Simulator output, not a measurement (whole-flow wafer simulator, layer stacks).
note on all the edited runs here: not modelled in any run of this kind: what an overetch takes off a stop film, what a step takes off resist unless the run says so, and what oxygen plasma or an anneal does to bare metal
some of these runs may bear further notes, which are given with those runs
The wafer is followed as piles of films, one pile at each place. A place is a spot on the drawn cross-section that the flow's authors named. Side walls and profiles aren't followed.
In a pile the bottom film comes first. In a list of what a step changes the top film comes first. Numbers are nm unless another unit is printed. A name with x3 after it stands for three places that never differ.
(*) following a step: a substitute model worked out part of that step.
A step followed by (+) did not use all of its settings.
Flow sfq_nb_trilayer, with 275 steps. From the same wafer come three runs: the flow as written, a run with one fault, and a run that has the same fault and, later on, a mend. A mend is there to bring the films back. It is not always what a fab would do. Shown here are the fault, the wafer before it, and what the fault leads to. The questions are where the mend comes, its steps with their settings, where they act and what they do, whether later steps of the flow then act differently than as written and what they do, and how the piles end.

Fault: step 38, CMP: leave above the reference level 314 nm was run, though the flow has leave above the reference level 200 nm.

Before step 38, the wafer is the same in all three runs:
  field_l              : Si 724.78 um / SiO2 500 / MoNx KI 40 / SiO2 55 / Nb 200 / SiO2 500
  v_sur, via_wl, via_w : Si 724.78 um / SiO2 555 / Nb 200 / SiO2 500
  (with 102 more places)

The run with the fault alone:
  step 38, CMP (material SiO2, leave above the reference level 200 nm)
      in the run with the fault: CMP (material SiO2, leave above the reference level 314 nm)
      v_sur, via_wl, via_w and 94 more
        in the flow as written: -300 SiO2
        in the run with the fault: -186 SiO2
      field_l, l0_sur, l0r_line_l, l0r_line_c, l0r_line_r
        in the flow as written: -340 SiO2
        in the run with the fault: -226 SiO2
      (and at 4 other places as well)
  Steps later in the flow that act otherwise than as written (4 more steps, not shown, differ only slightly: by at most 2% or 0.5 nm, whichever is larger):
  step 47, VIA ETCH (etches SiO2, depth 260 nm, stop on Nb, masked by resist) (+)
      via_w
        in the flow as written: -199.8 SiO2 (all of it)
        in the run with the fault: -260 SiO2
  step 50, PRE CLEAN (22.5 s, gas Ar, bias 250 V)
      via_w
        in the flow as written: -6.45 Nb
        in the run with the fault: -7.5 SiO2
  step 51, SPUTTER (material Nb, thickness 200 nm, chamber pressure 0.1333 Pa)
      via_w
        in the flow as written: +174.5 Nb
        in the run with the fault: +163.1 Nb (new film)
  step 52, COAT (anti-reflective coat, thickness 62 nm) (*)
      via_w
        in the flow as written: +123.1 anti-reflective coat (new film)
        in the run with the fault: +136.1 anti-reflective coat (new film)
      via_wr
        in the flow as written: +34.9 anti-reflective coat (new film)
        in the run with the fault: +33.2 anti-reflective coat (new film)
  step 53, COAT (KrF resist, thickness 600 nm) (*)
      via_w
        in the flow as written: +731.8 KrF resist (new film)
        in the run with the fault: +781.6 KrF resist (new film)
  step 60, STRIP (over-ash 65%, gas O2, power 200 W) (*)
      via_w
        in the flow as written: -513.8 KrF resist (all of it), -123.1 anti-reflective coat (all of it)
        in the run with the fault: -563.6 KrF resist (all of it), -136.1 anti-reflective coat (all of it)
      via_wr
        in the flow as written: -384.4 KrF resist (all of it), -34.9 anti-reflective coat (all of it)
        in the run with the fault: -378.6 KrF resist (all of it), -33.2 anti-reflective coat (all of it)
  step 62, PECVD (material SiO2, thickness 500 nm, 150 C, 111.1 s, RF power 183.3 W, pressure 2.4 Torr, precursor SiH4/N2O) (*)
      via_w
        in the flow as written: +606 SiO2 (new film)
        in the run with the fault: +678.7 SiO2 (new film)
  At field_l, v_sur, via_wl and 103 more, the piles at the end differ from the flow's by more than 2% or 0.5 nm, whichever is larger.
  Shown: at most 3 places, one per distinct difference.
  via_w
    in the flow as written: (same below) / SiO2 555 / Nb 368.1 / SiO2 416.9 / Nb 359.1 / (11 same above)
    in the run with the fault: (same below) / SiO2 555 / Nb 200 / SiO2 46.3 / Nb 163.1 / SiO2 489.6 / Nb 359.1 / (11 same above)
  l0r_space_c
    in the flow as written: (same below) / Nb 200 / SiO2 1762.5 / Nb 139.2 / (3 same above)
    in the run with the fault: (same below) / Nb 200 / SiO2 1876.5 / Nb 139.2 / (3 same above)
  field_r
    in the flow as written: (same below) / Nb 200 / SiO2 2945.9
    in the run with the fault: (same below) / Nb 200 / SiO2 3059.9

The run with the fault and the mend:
  After step 39 comes the mend.
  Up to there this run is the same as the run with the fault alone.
  step 39a, CMP (material SiO2, leave above the reference level 200 nm) (the flow's step 38 again)
      field_l, v_sur, via_wl and 103 more
        -114 SiO2
  Later steps of the flow that are run all act as written at every place that is followed.
  The piles end the same as the flow's at every place that both follow.
